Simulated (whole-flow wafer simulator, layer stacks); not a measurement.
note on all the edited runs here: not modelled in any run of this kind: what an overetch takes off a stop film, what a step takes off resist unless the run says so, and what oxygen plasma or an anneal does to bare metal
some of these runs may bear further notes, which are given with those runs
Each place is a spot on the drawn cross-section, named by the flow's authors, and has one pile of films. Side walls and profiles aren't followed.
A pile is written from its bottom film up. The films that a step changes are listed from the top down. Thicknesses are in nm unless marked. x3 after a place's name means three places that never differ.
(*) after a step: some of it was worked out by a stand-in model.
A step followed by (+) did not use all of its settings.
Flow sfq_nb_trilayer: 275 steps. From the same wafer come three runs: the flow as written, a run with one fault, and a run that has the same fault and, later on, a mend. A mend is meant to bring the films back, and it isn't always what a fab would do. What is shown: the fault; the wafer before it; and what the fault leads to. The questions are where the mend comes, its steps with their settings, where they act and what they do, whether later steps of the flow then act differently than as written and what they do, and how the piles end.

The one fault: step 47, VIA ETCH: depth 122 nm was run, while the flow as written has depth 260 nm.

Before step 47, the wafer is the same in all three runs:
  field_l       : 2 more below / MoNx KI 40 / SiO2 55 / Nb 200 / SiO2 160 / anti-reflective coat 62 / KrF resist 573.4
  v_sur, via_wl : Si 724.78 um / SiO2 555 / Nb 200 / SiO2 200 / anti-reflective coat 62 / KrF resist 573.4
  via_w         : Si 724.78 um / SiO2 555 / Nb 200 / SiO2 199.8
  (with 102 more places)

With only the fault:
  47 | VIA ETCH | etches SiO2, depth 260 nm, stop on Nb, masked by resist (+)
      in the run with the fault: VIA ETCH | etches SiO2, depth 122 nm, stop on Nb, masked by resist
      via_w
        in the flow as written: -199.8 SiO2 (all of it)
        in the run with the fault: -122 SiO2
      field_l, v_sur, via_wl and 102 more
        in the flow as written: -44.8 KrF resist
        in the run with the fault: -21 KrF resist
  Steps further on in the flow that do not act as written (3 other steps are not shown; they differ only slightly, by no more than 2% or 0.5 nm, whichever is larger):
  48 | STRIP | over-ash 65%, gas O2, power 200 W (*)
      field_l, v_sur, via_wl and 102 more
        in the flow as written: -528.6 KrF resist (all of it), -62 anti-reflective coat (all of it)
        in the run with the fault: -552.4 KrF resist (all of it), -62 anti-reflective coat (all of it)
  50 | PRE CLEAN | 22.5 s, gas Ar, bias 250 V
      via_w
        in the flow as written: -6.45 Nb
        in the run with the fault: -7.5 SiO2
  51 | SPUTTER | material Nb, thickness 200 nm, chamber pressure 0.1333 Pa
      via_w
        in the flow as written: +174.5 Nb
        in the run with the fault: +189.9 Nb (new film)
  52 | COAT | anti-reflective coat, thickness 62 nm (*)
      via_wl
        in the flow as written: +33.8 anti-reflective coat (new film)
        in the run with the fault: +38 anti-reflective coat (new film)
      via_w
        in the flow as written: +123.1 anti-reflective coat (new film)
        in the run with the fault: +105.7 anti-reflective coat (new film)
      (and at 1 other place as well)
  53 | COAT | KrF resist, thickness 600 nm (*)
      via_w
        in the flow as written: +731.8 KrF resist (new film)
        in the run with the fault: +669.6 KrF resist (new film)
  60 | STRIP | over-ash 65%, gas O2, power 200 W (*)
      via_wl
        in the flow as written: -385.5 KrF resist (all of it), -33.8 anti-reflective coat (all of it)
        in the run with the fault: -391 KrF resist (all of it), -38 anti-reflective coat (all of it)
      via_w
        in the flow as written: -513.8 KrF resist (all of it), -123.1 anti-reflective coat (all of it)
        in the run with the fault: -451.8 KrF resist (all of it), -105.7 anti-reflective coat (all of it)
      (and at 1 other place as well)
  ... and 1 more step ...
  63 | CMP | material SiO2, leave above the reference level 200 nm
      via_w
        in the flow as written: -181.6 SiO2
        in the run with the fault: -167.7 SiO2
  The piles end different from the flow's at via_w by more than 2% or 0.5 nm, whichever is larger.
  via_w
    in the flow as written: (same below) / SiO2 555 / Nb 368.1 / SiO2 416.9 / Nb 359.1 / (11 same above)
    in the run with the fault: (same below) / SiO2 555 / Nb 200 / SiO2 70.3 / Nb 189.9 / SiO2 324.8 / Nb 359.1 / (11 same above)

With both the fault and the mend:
  The mend stands after step 48.
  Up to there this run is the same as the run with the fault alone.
  48a | COAT | anti-reflective coat, thickness 62 nm (*) (the flow's step 40, run once more)
      p4_fl x3, p4_w1 x9, p4_g1 x2 and 63 more
        +62 anti-reflective coat (new film)
      gap, jj_sur, ce_l and 16 more
        +61.9 anti-reflective coat (new film)
      field_l, wire
        +61.7 anti-reflective coat (new film)
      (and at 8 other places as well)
  48b | COAT | KrF resist, thickness 650 nm (*) (the flow's step 41, run once more)
      p4_fl x3, p4_w1 x9, p4_g1 x2 and 63 more
        +650 KrF resist (new film)
      moat, field_r, lsp_l and 6 more
        +649.7 KrF resist (new film)
      be_r, r_sur, res, r_end
        +649.6 KrF resist (new film)
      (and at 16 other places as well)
  48c | SOFTBAKE | KrF resist (the flow's step 42, run once more)
      does not change any film at any place that is followed
  48d | EXPOSE | photomask I0, dose 11.91 mJ/cm2, NA 0.6, wavelength 248 nm (*) (the flow's step 43, run once more)
      does not change any film at any place that is followed
  48e | PEB | KrF resist, 90 s (the flow's step 44, run once more)
      be_sur, gap, jj_sur and 94 more
        -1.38 KrF resist
      v_sur, via_v, wire, be
        -1.37 KrF resist
      field_l, via_sp
        -1.36 KrF resist
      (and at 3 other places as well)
  48f | DEVELOP | KrF resist, thickness 650 nm, 60 s (the flow's step 45, run once more)
      field_l, v_sur, via_wl and 102 more
        -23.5 KrF resist
      via_w
        -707 KrF resist (all of it)
  48g | VIA ETCH | etches anti-reflective coat, depth 125 nm, masked by resist (+) (the flow's step 46, run once more)
      field_l, v_sur, via_wl and 102 more
        -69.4 KrF resist
      via_w
        -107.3 anti-reflective coat (all of it)
  48h | VIA ETCH | etches SiO2, depth 138 nm, stop on Nb, masked by resist (+) (the flow's step 47, run once more with other settings)
      field_l, v_sur, via_wl and 102 more
        -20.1 KrF resist
      via_w
        -77.8 SiO2 (all of it)
  48i | STRIP | over-ash 65%, gas O2, power 200 W (*) (the flow's step 48, run once more)
      p4_fl x3, p4_w1 x9, p4_g1 x2 and 63 more
        -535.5 KrF resist (all of it), -62 anti-reflective coat (all of it)
      r_sur, res, r_end, moat, field_r, lsp_l, l0v
        -535.2 KrF resist (all of it), -61.9 anti-reflective coat (all of it)
      ln_m5, lsp_m, ln_m6, lsp_r, l0_sur
        -535.3 KrF resist (all of it), -61.9 anti-reflective coat (all of it)
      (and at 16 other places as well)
  Later steps of the flow that are run all act as written at every place that is followed, up to a difference of at most 2% or 0.5 nm, whichever is larger.
  When the end is reached, the piles differ only a little from the flow's at the places that both follow, at most by 2% or 0.5 nm, whichever is larger.
